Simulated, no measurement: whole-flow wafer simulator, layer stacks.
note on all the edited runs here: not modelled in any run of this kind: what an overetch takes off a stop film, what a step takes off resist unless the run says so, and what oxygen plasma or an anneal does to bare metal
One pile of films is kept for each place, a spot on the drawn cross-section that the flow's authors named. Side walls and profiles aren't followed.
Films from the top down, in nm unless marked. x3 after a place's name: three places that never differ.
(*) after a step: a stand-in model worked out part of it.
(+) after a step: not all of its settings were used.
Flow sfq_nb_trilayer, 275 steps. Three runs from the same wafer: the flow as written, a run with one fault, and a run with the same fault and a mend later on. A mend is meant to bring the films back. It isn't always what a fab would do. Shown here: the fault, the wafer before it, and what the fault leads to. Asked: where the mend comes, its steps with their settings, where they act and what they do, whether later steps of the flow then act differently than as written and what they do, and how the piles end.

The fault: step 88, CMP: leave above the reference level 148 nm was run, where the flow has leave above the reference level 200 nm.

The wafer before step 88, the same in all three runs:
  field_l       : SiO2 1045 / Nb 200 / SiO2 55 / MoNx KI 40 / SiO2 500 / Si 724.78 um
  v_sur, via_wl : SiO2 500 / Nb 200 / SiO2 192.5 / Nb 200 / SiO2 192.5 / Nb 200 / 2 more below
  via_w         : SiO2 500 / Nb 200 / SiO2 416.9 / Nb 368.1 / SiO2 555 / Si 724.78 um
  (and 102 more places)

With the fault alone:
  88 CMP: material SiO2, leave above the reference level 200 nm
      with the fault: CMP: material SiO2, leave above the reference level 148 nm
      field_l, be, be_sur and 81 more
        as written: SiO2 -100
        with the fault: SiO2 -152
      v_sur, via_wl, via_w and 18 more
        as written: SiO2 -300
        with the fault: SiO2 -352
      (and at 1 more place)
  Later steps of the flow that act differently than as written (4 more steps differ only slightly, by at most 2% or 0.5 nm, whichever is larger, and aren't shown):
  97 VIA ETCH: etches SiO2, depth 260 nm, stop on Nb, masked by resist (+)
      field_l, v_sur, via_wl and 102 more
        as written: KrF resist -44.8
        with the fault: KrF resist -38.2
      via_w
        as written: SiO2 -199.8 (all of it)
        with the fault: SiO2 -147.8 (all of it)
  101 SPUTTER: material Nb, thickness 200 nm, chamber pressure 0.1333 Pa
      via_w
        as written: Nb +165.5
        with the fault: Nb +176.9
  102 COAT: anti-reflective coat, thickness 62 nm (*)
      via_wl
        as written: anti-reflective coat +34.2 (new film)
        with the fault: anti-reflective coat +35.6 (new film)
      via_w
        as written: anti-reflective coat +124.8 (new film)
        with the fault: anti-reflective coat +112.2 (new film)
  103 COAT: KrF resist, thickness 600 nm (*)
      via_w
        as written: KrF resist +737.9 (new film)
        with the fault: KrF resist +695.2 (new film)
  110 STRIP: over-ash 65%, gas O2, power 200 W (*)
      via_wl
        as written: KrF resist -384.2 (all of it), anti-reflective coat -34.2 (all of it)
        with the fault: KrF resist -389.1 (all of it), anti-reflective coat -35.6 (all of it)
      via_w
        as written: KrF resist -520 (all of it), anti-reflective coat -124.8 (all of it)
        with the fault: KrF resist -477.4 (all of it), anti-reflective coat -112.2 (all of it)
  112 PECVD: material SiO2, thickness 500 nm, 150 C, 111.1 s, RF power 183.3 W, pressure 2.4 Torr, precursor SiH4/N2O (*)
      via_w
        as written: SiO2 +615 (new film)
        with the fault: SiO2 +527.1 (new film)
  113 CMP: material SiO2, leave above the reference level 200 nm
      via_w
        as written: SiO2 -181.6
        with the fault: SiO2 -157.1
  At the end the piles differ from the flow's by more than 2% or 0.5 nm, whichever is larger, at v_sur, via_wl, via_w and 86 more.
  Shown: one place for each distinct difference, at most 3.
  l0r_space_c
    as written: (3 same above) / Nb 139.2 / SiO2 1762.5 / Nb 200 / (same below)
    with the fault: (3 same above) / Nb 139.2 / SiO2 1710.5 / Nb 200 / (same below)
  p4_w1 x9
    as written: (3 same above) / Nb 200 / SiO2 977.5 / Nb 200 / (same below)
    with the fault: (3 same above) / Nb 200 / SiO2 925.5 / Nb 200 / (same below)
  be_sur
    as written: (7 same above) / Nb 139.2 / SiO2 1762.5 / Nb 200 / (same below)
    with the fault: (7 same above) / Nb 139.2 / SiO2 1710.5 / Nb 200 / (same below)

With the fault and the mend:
  The mend comes after step 95.
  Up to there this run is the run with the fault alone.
  95a STRIP: over-ash 65%, gas O2, power 200 W (*)
      field_l, v_sur, via_wl and 102 more
        KrF resist -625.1 (all of it), anti-reflective coat -62 (all of it)
      via_w
        anti-reflective coat -62 (all of it)
  95b PECVD: material SiO2, thickness 52 nm, 150 C, 11.56 s, RF power 183.3 W, pressure 2.4 Torr, precursor SiH4/N2O (the flow's step 87 once more, with other settings)
      field_l, v_sur, via_wl and 103 more
        SiO2 +52
  95c COAT: anti-reflective coat, thickness 62 nm (the flow's step 90 once more)
      field_l, v_sur, via_wl and 103 more
        anti-reflective coat +62 (new film)
  95d COAT: KrF resist, thickness 650 nm (the flow's step 91 once more)
      field_l, v_sur, via_wl and 103 more
        KrF resist +650 (new film)
  95e SOFTBAKE: KrF resist (the flow's step 92 once more)
      changes no film at any place that is followed
  95f EXPOSE: photomask I2, dose 11.91 mJ/cm2, NA 0.6, wavelength 248 nm (*) (the flow's step 93 once more)
      changes no film at any place that is followed
  95g PEB: KrF resist, 90 s (the flow's step 94 once more)
      field_l, v_sur, via_wl and 103 more
        KrF resist -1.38
  95h DEVELOP: KrF resist, thickness 650 nm, 60 s (the flow's step 95 once more)
      field_l, v_sur, via_wl and 102 more
        KrF resist -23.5
      via_w
        KrF resist -648.6 (all of it)
  No later step of the flow acts differently than as written, at any place that is followed, by more than 2% or 0.5 nm, whichever is larger.
  At the end the piles are the same as the flow's at every place that both follow.
